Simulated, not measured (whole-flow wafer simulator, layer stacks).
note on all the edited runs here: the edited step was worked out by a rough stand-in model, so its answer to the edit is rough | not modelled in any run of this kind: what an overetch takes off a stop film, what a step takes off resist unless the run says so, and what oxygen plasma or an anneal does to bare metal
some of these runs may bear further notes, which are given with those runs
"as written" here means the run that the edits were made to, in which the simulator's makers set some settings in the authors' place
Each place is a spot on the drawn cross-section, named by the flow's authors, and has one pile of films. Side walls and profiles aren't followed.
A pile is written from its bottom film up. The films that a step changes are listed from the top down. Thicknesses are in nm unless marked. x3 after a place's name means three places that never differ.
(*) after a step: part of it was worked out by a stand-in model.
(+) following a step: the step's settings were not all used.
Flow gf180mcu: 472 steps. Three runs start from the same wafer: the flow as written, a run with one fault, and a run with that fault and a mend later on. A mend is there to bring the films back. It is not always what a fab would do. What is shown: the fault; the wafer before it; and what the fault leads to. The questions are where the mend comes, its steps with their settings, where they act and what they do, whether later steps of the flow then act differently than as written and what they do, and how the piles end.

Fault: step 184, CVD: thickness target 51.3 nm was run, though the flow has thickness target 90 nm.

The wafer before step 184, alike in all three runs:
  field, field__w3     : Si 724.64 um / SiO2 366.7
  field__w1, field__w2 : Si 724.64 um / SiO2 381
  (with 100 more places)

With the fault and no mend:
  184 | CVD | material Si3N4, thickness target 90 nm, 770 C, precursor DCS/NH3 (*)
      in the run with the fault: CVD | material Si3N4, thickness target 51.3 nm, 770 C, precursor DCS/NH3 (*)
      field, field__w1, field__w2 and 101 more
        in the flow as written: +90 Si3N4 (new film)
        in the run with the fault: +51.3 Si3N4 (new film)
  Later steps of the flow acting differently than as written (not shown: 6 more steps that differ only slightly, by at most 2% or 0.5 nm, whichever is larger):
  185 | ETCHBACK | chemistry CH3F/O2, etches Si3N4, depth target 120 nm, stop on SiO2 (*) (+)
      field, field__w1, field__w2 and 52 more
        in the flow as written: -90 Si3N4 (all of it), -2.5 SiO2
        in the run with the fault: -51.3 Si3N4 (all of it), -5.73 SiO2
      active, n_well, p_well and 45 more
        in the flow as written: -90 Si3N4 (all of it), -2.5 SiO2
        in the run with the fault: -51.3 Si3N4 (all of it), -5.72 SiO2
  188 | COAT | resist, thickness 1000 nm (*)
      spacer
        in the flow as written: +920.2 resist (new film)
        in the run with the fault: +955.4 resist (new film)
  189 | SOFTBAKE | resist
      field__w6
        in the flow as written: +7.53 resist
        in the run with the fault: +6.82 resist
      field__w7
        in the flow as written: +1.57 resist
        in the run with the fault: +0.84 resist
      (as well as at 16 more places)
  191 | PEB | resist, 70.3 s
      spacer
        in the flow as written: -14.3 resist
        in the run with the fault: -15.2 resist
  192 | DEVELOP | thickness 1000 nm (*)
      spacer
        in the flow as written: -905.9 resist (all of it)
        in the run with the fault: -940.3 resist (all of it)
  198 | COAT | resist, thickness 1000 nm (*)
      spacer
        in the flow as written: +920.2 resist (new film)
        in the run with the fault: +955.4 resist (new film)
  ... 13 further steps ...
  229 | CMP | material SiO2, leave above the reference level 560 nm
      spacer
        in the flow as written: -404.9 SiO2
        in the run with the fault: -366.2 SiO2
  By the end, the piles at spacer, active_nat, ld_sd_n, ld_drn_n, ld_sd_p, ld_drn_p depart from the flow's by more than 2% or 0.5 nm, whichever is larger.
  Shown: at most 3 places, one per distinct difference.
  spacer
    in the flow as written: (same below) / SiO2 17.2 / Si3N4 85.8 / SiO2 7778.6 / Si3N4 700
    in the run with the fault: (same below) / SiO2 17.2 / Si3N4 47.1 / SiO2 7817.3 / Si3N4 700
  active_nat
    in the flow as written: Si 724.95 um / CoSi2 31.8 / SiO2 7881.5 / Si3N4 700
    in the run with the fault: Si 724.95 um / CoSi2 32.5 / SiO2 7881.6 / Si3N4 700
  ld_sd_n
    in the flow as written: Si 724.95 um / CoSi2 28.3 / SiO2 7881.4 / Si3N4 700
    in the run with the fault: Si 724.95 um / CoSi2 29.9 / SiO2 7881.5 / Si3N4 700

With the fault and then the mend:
  After step 184 comes the mend.
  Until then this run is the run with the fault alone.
  184a | CVD | material Si3N4, thickness target 38.7 nm, 770 C, precursor DCS/NH3 (*) (the flow's step 184 again, with other settings)
      field, field__w1, field__w2 and 101 more
        +38.7 Si3N4
  None of the later steps of the flow differs from how it acts as written, at any place that is followed, by more than 2% or 0.5 nm, whichever is larger.
  At every place that both follow, the piles at the end match the flow's.
